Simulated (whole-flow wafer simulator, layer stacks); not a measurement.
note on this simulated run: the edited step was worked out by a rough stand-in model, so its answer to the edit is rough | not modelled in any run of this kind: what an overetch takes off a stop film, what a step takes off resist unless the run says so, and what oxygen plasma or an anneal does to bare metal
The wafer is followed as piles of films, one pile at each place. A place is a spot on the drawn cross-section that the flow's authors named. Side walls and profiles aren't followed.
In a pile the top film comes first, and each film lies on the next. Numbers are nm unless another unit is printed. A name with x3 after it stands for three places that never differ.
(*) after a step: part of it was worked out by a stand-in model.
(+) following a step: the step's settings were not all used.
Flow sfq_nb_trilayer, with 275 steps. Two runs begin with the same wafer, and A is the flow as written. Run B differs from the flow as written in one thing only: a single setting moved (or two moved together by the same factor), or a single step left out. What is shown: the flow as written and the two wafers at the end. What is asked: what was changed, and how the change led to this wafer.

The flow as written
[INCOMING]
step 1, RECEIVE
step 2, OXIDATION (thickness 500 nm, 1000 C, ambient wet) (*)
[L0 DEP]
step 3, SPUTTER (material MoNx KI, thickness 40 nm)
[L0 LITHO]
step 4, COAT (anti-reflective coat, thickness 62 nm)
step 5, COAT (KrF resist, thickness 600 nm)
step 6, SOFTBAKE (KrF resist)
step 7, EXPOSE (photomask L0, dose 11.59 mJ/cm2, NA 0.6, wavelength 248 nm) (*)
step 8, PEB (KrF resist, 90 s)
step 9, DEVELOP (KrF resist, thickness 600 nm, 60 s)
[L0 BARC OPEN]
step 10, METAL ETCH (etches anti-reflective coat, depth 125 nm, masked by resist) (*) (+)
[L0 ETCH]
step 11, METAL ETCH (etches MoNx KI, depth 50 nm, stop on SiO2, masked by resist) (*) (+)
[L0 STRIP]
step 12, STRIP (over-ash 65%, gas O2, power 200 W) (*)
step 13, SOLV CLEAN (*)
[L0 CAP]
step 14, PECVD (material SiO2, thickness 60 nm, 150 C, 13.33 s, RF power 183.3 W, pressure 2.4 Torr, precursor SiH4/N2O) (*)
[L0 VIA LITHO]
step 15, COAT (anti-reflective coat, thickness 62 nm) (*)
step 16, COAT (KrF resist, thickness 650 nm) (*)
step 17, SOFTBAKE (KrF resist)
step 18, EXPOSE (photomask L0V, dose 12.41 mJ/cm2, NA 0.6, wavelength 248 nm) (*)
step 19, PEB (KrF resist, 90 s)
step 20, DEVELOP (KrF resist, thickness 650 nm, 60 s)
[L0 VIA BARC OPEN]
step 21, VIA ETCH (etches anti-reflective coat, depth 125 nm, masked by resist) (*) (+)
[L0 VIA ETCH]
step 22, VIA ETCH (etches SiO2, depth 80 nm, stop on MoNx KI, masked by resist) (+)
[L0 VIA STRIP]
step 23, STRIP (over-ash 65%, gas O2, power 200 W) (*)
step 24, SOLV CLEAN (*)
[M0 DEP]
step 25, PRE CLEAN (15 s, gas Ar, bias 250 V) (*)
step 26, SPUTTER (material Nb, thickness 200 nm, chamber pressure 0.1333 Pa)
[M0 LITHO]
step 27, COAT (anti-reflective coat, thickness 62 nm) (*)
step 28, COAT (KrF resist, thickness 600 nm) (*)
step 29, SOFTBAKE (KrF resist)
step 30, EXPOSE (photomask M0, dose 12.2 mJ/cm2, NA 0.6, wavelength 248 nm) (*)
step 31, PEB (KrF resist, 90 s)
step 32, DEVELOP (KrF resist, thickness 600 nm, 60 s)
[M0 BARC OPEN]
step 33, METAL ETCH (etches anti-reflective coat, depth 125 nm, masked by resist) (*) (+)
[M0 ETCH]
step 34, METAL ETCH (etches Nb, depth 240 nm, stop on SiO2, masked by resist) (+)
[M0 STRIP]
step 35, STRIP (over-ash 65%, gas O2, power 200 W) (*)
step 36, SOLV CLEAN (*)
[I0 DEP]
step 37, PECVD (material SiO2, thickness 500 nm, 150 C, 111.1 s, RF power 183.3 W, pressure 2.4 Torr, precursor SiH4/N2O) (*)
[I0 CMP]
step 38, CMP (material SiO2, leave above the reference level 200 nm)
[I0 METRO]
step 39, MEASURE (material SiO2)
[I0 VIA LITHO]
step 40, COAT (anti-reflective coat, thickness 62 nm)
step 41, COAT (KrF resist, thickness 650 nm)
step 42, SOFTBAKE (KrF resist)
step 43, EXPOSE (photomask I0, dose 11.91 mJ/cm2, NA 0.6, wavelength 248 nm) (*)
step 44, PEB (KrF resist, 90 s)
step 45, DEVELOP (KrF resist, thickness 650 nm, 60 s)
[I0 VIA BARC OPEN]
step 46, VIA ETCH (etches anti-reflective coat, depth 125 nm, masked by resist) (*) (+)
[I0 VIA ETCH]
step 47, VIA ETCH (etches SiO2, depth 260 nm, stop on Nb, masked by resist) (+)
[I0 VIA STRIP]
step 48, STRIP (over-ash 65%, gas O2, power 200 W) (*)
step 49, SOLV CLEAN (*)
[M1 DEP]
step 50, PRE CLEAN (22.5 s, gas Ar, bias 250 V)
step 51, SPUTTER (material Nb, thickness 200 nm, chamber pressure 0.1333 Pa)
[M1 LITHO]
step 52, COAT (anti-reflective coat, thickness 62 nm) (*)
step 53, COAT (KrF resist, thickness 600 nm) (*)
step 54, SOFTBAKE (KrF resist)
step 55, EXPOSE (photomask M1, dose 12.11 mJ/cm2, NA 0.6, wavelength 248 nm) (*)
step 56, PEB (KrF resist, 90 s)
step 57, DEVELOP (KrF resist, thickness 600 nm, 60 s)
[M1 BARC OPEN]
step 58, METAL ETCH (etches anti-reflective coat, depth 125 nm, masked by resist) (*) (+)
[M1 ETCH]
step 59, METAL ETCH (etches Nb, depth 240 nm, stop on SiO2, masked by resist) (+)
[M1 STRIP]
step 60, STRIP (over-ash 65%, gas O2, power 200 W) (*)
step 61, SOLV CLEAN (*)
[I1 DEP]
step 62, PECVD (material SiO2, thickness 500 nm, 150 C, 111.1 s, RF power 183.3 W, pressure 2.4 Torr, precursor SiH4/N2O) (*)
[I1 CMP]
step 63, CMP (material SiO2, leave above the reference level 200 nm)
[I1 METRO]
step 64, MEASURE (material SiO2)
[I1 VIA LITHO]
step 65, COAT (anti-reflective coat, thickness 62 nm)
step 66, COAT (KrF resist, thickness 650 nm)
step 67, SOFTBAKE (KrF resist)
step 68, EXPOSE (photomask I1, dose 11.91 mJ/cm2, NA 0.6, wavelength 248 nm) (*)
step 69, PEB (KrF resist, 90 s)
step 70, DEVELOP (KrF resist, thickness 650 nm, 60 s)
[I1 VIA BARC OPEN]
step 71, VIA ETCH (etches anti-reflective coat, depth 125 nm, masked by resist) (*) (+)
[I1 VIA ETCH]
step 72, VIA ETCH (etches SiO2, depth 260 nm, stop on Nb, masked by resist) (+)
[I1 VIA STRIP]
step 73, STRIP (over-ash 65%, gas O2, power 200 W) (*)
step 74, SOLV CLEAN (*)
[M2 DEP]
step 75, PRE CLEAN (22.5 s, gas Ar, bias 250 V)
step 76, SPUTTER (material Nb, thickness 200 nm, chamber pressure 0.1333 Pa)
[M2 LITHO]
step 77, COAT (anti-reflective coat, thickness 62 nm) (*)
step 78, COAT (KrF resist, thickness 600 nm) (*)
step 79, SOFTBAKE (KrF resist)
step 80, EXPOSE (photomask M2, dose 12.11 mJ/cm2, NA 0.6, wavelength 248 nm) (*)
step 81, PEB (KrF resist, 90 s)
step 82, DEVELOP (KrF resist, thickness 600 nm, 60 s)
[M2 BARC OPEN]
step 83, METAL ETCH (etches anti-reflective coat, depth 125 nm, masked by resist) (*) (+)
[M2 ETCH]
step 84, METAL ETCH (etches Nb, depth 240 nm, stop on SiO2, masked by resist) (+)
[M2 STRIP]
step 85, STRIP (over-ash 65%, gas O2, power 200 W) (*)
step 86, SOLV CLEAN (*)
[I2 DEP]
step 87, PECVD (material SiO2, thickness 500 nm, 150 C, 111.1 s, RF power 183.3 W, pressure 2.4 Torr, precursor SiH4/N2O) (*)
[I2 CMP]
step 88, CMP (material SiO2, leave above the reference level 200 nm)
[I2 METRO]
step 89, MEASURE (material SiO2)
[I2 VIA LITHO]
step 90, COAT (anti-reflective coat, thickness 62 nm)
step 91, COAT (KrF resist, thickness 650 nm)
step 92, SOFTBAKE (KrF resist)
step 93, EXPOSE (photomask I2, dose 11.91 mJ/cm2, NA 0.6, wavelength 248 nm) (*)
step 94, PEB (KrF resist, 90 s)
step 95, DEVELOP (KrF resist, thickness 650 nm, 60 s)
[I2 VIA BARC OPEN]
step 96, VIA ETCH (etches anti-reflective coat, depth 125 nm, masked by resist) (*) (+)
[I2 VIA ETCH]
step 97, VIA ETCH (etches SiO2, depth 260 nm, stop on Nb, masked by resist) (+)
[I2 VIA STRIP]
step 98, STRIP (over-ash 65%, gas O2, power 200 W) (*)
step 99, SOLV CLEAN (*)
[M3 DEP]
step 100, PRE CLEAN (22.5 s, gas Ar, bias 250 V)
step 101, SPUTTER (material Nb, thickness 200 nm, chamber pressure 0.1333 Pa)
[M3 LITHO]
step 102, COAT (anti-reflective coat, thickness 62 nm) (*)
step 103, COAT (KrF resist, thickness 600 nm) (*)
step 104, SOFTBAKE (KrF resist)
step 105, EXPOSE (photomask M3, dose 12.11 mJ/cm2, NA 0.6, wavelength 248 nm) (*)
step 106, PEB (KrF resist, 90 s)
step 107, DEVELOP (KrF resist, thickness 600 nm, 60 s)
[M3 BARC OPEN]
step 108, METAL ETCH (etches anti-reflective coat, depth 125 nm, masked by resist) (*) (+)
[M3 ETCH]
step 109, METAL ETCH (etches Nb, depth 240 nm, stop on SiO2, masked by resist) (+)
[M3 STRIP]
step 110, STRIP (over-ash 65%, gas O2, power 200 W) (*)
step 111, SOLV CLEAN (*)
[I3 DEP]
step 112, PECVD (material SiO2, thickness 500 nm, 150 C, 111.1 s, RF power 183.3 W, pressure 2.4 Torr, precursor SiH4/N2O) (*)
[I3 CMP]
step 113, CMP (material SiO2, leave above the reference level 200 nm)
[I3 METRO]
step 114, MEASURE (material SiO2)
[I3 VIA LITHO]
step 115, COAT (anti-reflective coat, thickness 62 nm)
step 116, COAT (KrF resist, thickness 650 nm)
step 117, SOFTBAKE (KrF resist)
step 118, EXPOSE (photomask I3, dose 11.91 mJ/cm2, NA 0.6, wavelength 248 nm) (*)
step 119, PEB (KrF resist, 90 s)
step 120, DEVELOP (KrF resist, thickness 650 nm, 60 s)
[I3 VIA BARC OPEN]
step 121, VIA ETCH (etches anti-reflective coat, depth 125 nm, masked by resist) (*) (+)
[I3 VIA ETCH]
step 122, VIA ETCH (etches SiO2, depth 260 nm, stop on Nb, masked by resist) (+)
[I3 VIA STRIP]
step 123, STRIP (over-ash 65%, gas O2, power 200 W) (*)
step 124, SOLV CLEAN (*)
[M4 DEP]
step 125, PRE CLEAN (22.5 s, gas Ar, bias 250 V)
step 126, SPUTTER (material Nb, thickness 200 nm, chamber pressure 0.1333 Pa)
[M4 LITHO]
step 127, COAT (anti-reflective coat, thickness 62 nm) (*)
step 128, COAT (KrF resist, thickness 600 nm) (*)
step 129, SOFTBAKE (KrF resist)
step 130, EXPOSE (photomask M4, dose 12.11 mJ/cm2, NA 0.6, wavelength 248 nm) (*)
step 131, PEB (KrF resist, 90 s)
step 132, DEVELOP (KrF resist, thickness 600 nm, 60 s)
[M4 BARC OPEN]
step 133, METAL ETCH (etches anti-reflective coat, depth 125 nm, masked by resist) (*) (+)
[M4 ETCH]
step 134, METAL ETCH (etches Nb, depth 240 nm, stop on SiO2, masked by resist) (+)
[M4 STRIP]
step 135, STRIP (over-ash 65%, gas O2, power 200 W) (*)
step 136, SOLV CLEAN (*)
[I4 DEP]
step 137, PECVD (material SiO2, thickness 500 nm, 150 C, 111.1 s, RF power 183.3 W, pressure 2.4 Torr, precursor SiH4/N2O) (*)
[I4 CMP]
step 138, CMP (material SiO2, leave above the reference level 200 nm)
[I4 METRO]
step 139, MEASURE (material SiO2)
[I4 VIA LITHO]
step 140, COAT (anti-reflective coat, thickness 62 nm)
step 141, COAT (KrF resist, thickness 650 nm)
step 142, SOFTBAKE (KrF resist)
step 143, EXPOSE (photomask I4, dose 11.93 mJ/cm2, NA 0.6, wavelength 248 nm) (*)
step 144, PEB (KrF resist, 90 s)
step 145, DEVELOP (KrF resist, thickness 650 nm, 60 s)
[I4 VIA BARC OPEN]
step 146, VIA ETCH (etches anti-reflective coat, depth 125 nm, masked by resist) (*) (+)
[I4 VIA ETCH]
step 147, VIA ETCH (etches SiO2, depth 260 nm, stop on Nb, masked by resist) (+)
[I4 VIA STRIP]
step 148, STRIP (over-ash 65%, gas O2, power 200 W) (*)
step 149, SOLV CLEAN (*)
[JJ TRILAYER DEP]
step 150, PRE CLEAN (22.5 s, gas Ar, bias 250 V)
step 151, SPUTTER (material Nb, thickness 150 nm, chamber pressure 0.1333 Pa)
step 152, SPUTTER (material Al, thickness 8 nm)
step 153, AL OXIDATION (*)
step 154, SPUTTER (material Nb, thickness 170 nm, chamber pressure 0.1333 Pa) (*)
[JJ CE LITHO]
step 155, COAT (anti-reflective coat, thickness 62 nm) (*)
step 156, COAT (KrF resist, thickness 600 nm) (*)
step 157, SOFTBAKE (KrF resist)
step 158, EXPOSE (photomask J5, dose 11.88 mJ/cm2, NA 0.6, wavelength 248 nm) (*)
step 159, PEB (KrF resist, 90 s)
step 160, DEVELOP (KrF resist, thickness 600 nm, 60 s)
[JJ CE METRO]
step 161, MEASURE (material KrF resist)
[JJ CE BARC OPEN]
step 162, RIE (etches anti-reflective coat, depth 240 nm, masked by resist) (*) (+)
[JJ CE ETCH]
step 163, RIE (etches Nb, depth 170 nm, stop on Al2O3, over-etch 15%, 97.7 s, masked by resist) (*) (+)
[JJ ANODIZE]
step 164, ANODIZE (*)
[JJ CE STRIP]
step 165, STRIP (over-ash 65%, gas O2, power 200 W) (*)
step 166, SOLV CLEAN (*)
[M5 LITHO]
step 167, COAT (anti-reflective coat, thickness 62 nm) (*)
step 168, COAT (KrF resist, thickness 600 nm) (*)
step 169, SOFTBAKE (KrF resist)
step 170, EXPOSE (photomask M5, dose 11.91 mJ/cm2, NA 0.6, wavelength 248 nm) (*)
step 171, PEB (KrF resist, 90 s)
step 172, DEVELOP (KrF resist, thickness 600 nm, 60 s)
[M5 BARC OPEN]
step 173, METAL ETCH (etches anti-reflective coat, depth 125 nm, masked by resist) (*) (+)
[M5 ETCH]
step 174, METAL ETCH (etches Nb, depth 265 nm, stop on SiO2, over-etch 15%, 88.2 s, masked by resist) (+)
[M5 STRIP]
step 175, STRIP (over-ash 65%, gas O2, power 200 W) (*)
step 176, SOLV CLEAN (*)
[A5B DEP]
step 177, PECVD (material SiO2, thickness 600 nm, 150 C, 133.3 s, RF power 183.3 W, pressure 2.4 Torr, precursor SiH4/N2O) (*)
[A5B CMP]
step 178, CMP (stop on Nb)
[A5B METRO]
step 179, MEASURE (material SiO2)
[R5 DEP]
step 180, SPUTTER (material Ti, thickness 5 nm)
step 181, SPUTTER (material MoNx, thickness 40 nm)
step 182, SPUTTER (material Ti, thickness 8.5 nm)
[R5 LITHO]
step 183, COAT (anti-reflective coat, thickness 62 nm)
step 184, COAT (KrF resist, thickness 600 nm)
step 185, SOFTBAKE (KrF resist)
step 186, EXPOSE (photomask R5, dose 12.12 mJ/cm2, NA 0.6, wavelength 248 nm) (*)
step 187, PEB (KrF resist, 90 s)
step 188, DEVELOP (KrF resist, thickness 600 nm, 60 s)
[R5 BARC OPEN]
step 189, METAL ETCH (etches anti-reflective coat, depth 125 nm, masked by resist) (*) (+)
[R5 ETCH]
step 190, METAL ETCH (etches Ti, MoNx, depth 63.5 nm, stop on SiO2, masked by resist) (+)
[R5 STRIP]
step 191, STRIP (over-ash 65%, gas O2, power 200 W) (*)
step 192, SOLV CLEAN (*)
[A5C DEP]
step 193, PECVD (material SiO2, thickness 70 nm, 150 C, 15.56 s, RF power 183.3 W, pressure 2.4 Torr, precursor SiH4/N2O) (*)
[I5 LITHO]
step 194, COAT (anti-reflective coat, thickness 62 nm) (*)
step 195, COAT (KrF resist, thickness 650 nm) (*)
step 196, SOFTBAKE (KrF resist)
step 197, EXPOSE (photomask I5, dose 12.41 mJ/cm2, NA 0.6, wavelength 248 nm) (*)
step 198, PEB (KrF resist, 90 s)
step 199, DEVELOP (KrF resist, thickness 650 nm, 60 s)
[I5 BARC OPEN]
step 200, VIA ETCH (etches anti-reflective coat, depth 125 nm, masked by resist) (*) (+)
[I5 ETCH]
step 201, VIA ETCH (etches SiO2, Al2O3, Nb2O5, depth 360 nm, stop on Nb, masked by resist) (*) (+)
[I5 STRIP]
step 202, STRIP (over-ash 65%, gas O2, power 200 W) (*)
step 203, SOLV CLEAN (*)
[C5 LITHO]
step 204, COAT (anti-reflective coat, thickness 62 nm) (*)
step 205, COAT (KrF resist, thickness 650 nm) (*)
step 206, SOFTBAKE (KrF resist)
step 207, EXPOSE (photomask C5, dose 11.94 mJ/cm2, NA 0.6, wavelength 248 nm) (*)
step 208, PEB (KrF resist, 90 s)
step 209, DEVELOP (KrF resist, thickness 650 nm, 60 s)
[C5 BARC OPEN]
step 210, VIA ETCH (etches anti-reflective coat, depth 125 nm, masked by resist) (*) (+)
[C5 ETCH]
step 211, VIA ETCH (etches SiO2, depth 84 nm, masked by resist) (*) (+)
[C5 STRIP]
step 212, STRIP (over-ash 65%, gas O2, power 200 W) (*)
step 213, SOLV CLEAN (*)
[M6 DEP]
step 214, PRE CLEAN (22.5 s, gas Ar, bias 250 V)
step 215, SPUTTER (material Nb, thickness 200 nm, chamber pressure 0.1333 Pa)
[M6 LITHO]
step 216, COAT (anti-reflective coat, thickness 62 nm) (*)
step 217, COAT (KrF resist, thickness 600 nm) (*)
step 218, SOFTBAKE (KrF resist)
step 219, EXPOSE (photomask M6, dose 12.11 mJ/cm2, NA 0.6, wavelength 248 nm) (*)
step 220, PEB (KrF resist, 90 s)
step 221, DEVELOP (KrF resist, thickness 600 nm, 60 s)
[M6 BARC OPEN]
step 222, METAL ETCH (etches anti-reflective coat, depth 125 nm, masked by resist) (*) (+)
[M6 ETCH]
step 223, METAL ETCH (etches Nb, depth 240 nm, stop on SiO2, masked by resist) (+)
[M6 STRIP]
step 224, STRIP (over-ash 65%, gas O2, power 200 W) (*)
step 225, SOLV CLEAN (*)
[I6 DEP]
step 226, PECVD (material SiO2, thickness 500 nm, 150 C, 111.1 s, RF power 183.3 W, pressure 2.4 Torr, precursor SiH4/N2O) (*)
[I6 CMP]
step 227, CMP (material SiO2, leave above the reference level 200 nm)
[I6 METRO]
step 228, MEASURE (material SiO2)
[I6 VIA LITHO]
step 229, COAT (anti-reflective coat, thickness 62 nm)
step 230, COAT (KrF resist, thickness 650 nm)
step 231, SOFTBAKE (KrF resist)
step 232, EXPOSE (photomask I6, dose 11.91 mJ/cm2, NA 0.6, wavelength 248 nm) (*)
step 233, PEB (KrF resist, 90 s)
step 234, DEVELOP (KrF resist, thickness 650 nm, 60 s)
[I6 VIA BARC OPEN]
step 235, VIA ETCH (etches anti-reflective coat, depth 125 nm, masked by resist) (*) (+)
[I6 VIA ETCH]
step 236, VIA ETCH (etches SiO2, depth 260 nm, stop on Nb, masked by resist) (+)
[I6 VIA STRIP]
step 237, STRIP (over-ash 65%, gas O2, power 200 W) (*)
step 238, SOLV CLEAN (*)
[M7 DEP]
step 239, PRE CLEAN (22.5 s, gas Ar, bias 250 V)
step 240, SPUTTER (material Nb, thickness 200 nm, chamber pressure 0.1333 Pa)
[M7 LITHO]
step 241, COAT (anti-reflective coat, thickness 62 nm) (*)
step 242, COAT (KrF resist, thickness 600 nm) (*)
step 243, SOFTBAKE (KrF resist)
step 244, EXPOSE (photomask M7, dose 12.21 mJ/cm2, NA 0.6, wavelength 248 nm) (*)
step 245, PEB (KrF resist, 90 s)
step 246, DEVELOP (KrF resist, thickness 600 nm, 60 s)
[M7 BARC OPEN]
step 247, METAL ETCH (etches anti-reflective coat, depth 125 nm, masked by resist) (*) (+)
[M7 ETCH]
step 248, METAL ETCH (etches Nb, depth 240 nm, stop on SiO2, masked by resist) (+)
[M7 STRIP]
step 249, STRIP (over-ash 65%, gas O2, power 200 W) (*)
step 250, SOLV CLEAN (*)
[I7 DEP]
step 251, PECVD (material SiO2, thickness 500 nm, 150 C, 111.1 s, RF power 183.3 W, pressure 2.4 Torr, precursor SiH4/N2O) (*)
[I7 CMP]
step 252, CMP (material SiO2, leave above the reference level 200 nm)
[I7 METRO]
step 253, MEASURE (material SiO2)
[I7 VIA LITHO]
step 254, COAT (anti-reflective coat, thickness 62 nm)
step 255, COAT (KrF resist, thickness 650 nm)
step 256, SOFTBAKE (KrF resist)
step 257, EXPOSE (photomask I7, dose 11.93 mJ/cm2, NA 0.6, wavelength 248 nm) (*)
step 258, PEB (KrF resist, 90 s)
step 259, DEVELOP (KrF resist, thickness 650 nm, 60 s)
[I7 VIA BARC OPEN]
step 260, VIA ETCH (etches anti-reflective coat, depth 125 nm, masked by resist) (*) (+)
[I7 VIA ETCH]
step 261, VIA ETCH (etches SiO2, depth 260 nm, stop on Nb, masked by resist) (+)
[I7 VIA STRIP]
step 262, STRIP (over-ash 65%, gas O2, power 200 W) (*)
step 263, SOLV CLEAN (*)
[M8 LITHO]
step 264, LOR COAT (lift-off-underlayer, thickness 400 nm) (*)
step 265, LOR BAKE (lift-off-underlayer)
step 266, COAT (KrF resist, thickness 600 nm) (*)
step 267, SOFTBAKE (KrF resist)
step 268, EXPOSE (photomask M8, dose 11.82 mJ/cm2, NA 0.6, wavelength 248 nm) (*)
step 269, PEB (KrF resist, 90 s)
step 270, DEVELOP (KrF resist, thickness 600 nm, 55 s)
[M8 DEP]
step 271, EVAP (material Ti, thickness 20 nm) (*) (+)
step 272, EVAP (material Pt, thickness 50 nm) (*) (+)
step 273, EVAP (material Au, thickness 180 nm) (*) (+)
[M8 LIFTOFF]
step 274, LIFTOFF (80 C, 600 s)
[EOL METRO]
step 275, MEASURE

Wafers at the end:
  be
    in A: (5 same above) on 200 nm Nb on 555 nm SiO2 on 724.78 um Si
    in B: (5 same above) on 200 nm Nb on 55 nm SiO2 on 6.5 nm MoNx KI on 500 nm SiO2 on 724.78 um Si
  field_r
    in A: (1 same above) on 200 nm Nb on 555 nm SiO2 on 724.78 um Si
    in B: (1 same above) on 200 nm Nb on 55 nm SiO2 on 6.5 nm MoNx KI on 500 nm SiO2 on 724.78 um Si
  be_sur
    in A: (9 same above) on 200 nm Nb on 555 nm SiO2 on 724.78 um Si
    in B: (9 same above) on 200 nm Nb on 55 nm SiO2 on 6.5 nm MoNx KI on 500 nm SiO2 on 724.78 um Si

What caused this: step 11, METAL ETCH: depth 33.5 nm was run, while the flow as written has depth 50 nm.

How this came from the change, step by step:
  step 11, METAL ETCH (etches MoNx KI, depth 50 nm, stop on SiO2, masked by resist) (*) (+)
      v_sur, via_wl, via_w and 97 more: A -40 MoNx KI (all of it) | B -33.5 MoNx KI
      field_l, l0_sur, l0v, l0r_line_l, l0r_line_c, l0r_line_r: A -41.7 KrF resist | B -27.9 KrF resist
  step 12, STRIP (over-ash 65%, gas O2, power 200 W) (*)
      field_l, l0_sur, l0v, l0r_line_l, l0r_line_c, l0r_line_r: A -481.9 KrF resist (all of it), -62 anti-reflective coat (all of it) | B -495.6 KrF resist (all of it), -62 anti-reflective coat (all of it)
  step 14, PECVD (material SiO2, thickness 60 nm, 150 C, 13.33 s, RF power 183.3 W, pressure 2.4 Torr, precursor SiH4/N2O) (*)
      v_sur, via_wl, via_w and 97 more: A +60 SiO2 | B +60 SiO2 (new film)
  step 15, COAT (anti-reflective coat, thickness 62 nm) (*)
      v_sur: A +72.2 anti-reflective coat (new film) | B +70.6 anti-reflective coat (new film)
      l0r_space_c: A +77.2 anti-reflective coat (new film) | B +74.8 anti-reflective coat (new film)
  step 23, STRIP (over-ash 65%, gas O2, power 200 W) (*)
      v_sur: A -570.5 KrF resist (all of it), -72.2 anti-reflective coat (all of it) | B -568.6 KrF resist (all of it), -70.6 anti-reflective coat (all of it)
      l0r_space_c: A -576.8 KrF resist (all of it), -77.2 anti-reflective coat (all of it) | B -573.9 KrF resist (all of it), -74.8 anti-reflective coat (all of it)
  step 27, COAT (anti-reflective coat, thickness 62 nm) (*)
      v_sur: A +72.3 anti-reflective coat (new film) | B +70.7 anti-reflective coat (new film)
      l0r_space_c: A +78 anti-reflective coat (new film) | B +75.3 anti-reflective coat (new film)
  step 35, STRIP (over-ash 65%, gas O2, power 200 W) (*)
      v_sur: A -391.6 KrF resist (all of it), -72.3 anti-reflective coat (all of it) | B -390 KrF resist (all of it), -70.7 anti-reflective coat (all of it)
      l0r_space_c: A -397.6 KrF resist (all of it), -78 anti-reflective coat (all of it) | B -395.1 KrF resist (all of it), -75.3 anti-reflective coat (all of it)
  step 38, CMP (material SiO2, leave above the reference level 200 nm)
      l0v: A -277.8 SiO2 | B -271.3 SiO2
With metal films that touch counted as one body, be has 4 bodies (between them, from the top down: SiO2 503.2; SiO2 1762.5; SiO2 55); the flow as written gives 3 bodies (between them, from the top down: SiO2 503.2; SiO2 1762.5).
With metal films that touch counted as one body, field_r has 2 bodies (between them, from the top down: SiO2 55); the flow as written gives 1 body.
With metal films that touch counted as one body, be_sur has 5 bodies (between them, from the top down: SiO2 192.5; SiO2 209 / Al2O3 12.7 / Nb2O5 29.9; SiO2 1762.5; SiO2 55); the flow as written gives 4 bodies (between them, from the top down: SiO2 192.5; SiO2 209 / Al2O3 12.7 / Nb2O5 29.9; SiO2 1762.5).
